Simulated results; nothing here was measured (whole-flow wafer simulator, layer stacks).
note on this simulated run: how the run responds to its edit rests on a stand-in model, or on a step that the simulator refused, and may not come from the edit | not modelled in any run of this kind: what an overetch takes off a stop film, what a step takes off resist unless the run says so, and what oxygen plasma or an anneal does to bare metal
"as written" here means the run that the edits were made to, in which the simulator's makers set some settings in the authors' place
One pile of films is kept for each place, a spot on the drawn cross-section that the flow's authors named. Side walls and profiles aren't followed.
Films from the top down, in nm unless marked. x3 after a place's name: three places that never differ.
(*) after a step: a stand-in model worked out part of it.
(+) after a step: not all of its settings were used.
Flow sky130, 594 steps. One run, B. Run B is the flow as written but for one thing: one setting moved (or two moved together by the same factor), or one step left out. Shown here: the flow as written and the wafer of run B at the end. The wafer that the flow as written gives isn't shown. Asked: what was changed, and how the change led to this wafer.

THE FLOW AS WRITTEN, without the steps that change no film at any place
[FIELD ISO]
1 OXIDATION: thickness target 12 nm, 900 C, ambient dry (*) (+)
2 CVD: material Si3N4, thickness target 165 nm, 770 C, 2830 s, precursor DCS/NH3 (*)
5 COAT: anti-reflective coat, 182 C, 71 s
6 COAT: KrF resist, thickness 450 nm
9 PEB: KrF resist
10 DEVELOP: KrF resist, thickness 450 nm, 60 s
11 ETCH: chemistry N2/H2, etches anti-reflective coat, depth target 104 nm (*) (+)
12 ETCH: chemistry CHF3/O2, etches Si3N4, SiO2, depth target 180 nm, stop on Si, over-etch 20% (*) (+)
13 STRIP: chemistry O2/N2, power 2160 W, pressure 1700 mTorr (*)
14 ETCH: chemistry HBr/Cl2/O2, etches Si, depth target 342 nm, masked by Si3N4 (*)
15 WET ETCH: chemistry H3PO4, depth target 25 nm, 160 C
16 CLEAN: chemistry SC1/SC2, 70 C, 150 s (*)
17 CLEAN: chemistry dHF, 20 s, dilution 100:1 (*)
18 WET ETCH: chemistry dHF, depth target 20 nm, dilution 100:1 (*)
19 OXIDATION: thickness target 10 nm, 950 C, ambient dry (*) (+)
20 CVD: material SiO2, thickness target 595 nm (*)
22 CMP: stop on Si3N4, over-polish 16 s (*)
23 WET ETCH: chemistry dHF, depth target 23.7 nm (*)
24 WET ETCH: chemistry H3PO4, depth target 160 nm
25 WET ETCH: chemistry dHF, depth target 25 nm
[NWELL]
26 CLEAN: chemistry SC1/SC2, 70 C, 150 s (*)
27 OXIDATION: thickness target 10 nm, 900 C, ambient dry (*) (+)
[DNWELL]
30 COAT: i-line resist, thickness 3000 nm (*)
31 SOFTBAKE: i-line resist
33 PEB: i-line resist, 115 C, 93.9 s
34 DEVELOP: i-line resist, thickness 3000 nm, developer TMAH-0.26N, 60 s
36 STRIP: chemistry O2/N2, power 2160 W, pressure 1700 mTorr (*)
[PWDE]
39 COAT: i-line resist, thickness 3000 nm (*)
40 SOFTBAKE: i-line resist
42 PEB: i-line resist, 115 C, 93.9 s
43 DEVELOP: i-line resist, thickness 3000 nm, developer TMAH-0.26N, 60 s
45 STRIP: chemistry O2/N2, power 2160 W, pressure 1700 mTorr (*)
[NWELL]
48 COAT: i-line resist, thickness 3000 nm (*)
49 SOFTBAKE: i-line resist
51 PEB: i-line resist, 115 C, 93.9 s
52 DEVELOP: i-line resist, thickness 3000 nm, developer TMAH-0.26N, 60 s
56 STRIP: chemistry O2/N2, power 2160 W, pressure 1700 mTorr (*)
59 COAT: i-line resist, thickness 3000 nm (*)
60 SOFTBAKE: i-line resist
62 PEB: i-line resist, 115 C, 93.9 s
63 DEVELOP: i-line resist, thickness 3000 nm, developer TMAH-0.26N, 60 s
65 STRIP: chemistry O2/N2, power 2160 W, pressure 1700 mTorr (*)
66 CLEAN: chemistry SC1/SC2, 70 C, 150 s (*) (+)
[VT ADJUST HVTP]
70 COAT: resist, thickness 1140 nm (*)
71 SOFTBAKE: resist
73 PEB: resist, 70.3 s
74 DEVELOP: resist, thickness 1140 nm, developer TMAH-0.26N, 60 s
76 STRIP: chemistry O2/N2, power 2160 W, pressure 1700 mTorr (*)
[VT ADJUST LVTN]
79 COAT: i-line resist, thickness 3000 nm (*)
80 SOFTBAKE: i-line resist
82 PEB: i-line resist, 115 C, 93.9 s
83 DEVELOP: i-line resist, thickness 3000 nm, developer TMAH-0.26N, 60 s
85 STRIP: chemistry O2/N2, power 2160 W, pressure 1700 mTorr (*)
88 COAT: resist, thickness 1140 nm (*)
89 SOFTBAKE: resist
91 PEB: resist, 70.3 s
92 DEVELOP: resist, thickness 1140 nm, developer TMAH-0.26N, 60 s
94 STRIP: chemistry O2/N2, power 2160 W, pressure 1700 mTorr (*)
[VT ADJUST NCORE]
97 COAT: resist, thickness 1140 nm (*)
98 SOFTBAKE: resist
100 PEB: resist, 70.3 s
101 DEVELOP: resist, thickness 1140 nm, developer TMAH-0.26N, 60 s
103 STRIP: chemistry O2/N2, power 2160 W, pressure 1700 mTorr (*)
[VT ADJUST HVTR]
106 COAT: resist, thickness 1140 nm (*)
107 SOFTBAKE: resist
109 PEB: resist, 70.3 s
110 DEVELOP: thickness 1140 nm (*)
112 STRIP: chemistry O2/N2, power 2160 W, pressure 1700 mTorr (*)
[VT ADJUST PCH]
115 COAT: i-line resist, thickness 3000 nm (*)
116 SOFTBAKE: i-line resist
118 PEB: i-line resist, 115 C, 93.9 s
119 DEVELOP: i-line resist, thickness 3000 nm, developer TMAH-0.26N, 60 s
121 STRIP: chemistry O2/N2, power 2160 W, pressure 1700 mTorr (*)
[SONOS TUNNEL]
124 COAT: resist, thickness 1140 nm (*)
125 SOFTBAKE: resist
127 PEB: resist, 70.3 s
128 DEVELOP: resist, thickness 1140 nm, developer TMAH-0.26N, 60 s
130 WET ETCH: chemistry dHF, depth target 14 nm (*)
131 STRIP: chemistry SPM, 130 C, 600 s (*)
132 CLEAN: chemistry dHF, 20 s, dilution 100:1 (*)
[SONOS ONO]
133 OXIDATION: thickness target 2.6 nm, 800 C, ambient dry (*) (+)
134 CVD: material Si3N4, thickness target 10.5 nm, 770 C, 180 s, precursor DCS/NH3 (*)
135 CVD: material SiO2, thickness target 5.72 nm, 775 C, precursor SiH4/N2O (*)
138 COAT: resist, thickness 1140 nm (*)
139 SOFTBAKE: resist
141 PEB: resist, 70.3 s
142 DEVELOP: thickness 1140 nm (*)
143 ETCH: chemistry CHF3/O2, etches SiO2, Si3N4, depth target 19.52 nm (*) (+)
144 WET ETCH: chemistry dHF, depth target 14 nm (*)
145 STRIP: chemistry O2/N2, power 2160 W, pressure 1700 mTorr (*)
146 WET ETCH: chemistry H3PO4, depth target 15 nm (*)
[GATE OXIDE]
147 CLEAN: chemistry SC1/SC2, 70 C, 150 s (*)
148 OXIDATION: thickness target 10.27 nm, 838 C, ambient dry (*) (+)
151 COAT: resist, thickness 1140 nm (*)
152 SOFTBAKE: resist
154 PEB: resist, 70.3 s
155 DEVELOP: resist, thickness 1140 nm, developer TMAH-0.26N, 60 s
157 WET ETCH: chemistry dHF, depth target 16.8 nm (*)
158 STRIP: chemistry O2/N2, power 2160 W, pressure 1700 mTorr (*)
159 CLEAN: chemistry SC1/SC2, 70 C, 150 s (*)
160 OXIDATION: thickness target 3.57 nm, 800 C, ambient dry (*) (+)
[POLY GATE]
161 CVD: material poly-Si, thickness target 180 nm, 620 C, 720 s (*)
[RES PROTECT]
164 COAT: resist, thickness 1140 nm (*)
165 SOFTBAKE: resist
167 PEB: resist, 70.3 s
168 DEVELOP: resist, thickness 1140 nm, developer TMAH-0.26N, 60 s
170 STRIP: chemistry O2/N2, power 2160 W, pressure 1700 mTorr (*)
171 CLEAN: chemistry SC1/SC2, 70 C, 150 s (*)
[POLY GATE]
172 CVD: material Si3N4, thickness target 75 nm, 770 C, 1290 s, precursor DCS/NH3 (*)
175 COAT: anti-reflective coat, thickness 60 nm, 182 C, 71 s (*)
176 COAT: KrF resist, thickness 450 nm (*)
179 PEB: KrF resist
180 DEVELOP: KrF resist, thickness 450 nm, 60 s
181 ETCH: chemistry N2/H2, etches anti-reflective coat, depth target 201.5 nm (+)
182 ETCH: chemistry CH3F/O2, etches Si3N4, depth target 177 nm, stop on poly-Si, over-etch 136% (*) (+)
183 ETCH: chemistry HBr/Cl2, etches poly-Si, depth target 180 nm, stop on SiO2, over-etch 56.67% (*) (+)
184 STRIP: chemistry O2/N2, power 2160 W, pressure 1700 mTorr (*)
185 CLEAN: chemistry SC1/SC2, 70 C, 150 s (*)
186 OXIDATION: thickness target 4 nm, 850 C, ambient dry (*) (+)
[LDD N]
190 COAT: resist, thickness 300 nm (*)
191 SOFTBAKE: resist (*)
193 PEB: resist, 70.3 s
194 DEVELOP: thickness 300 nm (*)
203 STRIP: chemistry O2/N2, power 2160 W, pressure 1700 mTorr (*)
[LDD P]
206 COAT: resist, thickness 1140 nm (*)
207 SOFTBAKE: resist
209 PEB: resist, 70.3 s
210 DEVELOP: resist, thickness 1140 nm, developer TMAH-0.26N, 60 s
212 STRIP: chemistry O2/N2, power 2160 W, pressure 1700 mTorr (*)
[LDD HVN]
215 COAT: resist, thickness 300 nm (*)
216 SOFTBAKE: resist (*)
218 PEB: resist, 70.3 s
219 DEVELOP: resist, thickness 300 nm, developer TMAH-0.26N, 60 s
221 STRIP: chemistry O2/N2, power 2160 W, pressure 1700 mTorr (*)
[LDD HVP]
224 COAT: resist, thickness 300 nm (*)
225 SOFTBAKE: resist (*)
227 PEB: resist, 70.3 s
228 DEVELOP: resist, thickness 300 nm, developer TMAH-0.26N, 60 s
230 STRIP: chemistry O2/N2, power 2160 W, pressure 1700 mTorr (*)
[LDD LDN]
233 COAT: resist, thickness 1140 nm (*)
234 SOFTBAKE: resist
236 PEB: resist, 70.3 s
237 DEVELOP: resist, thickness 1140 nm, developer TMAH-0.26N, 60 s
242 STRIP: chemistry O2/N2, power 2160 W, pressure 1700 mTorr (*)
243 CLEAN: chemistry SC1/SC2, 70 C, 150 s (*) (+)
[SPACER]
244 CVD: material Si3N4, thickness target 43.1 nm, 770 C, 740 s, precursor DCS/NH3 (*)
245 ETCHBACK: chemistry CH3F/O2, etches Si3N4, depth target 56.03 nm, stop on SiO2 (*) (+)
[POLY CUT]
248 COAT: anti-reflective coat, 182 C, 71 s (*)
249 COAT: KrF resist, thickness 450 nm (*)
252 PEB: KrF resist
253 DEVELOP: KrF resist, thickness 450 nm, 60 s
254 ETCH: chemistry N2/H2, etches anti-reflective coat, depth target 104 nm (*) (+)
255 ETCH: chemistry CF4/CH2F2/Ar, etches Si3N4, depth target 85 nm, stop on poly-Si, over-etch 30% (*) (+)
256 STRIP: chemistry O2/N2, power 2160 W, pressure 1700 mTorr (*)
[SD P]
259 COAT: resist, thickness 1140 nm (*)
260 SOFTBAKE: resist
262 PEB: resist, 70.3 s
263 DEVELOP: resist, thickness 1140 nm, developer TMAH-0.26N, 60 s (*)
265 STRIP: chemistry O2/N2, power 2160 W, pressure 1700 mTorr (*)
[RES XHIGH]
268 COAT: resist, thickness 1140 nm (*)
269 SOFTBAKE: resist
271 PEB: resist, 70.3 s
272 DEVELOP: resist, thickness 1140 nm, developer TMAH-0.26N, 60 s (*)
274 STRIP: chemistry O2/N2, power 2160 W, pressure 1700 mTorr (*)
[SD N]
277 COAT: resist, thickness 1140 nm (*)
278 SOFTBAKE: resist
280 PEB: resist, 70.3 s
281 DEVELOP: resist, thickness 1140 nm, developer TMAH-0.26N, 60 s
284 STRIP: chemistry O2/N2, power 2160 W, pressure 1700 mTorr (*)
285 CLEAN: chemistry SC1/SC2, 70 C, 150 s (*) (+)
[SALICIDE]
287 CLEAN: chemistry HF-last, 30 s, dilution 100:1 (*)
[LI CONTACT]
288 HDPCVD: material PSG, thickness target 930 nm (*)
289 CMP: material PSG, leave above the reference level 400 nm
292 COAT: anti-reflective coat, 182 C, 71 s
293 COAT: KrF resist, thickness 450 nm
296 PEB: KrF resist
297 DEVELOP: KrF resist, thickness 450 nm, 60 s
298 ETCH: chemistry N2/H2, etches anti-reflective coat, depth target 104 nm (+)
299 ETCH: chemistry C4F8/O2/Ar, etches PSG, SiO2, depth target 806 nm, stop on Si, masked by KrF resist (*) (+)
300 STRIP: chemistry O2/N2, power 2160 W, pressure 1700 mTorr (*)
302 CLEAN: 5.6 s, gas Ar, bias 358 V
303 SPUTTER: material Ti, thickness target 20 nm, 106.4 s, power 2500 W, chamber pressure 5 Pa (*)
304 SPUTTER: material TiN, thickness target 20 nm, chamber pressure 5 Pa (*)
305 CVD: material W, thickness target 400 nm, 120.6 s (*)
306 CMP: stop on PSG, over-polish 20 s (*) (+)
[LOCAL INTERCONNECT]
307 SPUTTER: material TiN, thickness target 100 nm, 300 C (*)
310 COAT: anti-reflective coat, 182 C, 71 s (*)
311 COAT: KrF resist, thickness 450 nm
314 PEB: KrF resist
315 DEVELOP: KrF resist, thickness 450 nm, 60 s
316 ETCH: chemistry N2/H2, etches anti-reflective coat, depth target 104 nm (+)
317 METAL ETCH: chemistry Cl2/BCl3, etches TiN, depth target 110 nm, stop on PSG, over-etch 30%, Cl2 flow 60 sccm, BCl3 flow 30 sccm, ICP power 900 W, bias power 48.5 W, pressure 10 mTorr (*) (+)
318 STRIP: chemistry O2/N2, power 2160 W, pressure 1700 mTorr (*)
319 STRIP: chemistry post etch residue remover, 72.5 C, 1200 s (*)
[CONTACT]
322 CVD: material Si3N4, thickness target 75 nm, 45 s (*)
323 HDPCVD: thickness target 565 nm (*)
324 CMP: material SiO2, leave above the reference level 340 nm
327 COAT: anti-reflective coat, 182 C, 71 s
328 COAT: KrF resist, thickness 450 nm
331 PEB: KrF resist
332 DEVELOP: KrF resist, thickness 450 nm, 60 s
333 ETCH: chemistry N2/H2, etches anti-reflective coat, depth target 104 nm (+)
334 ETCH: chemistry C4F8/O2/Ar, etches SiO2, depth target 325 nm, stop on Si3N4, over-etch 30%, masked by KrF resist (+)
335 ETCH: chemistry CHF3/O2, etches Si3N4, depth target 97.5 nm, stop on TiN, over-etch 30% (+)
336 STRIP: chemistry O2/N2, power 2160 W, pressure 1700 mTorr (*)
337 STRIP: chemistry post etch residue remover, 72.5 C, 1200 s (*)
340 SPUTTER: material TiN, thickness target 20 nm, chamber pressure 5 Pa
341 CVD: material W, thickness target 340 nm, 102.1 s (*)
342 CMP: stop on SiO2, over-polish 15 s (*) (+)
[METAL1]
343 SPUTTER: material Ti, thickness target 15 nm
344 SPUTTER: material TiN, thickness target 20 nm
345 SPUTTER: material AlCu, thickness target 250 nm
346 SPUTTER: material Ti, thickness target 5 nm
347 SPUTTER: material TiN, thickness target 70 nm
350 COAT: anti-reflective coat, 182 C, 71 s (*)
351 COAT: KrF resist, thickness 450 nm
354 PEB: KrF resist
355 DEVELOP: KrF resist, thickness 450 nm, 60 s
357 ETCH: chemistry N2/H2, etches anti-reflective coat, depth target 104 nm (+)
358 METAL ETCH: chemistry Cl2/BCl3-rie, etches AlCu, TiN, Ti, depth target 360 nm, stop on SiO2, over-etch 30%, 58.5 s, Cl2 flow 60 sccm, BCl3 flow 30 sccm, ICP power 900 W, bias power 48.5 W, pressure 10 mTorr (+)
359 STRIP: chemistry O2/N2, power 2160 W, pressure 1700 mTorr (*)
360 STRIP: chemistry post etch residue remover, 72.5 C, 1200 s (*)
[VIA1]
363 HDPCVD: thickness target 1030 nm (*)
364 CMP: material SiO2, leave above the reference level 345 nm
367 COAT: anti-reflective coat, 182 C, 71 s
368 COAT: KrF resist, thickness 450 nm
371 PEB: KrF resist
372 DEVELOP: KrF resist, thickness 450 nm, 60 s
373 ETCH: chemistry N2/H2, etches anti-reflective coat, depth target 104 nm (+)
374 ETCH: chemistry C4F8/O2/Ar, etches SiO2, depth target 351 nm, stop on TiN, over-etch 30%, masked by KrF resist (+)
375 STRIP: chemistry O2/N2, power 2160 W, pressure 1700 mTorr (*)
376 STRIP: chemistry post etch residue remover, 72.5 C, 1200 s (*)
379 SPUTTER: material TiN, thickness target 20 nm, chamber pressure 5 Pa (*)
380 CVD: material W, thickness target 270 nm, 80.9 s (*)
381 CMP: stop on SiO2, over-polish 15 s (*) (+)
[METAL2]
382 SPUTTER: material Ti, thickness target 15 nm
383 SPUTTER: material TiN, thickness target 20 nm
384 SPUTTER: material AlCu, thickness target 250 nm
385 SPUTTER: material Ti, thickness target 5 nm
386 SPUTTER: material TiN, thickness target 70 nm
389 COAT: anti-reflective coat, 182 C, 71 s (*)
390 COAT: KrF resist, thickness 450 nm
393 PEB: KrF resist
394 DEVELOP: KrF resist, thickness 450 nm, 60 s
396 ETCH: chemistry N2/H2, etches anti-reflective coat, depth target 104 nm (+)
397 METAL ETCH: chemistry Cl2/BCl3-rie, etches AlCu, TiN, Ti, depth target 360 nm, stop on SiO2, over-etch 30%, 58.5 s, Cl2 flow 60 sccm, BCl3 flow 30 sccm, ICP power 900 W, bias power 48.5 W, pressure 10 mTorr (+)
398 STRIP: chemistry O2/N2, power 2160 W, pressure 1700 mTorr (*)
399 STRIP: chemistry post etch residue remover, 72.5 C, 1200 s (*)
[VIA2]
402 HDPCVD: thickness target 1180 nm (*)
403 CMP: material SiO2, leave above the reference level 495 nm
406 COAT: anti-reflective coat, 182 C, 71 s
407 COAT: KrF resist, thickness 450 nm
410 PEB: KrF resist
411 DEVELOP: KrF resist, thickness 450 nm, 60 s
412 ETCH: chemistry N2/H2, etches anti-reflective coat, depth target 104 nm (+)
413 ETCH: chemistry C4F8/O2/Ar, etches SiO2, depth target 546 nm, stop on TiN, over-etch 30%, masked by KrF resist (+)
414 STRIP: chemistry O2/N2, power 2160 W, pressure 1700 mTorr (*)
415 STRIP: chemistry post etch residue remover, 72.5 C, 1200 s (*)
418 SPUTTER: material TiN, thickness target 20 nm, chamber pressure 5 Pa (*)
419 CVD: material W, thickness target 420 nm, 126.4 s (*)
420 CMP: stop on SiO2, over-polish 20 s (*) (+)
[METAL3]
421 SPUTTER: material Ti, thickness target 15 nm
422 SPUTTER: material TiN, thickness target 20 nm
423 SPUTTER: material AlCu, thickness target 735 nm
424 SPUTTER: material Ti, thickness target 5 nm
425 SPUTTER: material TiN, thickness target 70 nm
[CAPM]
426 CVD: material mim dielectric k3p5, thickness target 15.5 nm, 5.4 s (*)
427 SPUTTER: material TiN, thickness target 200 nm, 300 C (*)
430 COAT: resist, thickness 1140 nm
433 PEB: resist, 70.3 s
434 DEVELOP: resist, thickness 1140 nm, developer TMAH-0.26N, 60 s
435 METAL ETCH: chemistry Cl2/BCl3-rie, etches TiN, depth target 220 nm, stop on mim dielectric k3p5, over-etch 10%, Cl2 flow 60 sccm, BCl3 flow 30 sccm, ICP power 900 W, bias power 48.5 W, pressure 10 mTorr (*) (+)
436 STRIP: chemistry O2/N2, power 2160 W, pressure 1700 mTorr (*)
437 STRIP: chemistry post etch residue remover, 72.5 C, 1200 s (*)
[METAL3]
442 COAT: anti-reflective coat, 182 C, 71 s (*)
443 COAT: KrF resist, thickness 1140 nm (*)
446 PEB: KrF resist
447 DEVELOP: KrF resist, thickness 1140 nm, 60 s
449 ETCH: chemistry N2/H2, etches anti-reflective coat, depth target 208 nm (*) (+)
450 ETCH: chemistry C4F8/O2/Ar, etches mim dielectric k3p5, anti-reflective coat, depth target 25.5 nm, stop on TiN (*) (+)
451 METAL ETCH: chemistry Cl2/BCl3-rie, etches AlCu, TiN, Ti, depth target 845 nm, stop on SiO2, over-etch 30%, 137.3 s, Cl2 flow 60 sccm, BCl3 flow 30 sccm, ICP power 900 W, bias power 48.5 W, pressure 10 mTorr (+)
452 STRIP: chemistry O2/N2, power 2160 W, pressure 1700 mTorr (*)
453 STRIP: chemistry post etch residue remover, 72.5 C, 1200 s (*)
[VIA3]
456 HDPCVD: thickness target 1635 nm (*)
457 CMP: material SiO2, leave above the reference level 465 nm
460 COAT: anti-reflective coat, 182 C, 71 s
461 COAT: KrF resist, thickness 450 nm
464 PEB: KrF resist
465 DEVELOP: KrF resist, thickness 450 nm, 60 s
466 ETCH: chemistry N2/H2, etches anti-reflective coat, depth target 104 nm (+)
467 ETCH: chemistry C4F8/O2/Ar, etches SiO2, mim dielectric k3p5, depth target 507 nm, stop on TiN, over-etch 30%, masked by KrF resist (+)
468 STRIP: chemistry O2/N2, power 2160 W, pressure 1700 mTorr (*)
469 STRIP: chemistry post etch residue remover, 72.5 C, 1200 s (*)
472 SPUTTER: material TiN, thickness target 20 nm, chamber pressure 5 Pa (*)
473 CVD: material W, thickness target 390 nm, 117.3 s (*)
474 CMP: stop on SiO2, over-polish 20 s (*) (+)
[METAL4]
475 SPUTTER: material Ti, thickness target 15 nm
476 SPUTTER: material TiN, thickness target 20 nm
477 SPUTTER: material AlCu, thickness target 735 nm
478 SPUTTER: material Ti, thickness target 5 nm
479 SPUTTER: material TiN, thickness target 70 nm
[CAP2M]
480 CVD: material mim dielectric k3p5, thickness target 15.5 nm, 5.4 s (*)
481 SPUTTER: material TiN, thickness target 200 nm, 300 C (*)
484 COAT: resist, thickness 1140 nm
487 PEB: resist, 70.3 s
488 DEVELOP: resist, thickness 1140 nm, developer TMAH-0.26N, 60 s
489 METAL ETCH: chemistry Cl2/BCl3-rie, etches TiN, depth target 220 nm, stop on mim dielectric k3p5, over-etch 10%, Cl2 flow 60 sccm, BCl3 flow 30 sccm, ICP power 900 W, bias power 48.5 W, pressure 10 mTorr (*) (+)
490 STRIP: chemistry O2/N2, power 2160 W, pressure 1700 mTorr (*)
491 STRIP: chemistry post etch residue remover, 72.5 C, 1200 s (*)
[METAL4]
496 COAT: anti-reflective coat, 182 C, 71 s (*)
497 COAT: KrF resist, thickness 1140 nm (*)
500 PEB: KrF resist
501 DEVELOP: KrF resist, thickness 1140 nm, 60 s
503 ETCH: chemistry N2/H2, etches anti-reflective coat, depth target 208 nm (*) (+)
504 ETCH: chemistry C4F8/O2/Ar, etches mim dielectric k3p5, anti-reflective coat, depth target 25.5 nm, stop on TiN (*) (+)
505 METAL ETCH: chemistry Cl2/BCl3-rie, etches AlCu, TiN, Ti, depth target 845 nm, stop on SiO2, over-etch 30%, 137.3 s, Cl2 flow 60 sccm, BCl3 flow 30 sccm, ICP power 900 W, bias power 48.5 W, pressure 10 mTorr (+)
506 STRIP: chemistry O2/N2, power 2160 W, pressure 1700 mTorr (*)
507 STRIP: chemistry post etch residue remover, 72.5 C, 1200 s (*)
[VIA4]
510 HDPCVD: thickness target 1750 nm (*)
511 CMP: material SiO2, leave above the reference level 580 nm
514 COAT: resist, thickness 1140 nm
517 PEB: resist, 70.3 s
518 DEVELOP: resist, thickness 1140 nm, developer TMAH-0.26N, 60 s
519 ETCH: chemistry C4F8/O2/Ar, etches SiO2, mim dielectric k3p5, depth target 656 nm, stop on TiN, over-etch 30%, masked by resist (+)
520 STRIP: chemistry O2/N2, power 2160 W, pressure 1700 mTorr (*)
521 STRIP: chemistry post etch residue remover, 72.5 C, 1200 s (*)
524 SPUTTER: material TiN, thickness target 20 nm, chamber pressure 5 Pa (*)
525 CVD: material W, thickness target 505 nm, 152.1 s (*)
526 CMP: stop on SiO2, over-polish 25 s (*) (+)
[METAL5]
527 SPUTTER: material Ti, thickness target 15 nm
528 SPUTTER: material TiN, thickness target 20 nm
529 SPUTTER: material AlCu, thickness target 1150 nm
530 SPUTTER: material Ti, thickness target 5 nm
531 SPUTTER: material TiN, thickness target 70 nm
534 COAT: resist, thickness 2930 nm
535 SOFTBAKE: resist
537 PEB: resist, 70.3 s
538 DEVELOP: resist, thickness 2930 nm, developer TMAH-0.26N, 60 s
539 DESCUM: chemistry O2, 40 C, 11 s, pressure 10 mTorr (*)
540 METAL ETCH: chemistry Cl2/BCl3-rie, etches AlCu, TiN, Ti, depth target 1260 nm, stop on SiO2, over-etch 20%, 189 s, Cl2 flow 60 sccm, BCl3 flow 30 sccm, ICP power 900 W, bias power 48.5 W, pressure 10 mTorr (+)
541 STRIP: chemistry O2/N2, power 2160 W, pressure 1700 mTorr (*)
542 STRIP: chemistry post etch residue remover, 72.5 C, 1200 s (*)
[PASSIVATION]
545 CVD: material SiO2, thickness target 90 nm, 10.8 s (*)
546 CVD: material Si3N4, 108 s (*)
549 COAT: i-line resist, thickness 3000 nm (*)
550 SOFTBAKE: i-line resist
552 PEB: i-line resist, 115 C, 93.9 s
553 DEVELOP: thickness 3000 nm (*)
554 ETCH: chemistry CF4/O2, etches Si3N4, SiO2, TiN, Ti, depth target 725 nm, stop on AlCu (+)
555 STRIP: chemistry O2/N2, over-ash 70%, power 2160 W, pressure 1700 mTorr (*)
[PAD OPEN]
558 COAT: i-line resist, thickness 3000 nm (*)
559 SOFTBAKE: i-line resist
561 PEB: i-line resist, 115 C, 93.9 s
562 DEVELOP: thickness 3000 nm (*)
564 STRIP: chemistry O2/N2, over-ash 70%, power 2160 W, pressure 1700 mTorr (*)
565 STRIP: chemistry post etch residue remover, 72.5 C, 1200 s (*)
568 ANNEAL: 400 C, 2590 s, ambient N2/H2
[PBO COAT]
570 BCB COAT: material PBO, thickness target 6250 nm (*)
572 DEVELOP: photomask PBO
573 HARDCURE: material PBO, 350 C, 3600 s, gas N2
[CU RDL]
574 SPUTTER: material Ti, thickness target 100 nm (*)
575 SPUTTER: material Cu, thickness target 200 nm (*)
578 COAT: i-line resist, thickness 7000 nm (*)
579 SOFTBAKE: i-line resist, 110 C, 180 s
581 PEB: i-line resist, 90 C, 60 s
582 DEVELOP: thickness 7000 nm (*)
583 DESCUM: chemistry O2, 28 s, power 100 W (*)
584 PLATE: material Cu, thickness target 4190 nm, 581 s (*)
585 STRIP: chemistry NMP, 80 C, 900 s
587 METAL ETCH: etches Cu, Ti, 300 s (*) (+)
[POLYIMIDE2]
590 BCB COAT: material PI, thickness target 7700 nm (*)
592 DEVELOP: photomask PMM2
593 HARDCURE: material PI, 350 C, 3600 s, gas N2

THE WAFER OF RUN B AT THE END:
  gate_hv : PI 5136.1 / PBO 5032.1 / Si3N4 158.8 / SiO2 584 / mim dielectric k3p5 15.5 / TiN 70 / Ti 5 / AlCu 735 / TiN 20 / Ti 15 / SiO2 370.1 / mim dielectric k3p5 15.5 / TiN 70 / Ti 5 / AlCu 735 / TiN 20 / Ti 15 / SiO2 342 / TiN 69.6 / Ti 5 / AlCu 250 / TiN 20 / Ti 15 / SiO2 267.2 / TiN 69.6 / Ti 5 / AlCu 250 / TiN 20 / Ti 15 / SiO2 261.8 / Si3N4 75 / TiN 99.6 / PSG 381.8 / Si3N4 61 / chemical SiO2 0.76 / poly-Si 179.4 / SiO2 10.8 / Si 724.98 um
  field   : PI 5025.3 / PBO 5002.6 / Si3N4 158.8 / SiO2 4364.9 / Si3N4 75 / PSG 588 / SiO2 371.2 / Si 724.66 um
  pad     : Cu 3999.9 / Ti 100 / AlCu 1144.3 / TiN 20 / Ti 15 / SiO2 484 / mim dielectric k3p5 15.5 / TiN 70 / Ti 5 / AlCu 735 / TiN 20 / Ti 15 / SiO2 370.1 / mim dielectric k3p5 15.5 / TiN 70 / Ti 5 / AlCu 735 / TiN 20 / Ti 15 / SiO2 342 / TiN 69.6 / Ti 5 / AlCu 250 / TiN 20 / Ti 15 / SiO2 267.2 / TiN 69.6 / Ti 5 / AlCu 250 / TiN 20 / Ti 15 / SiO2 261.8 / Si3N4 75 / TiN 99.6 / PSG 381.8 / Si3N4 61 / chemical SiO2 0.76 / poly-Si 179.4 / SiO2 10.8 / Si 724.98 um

The cause: step 403, CMP: leave above the reference level 421 nm was run, where the flow has leave above the reference level 495 nm.

How the change led to this, step by step:
  403 CMP: material SiO2, leave above the reference level 495 nm
      n_well, p_well, gate_hv and 101 more: SiO2 -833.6 (as written it would be: SiO2 -759.6)
      field, active, gate and 82 more: SiO2 -463.1 (as written it would be: SiO2 -389.1)
      (and at 2 more places)
  413 ETCH: chemistry C4F8/O2/Ar, etches SiO2, depth target 546 nm, stop on TiN, over-etch 30%, masked by KrF resist (+)
      field, active, n_well and 186 more: KrF resist -90 (as written it would be: KrF resist -109.2)
      m1: SiO2 -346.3 (all of it) (as written it would be: SiO2 -420.3 (all of it))
      (and at 1 more place)
  414 STRIP: chemistry O2/N2, power 2160 W, pressure 1700 mTorr (*)
      field, active, n_well and 186 more: KrF resist -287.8 (all of it), anti-reflective coat -80 (all of it) (as written it would be: KrF resist -268.6 (all of it), anti-reflective coat -80 (all of it))
  418 SPUTTER: material TiN, thickness target 20 nm, chamber pressure 5 Pa (*)
      m1, via2_hole: TiN +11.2 (as written it would be: TiN +10.2)
  419 CVD: material W, thickness target 420 nm, 126.4 s (*)
      m1: W +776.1 (new film) (as written it would be: W +851.1 (new film))
      via2_hole: W +775.7 (new film) (as written it would be: W +850.7 (new film))
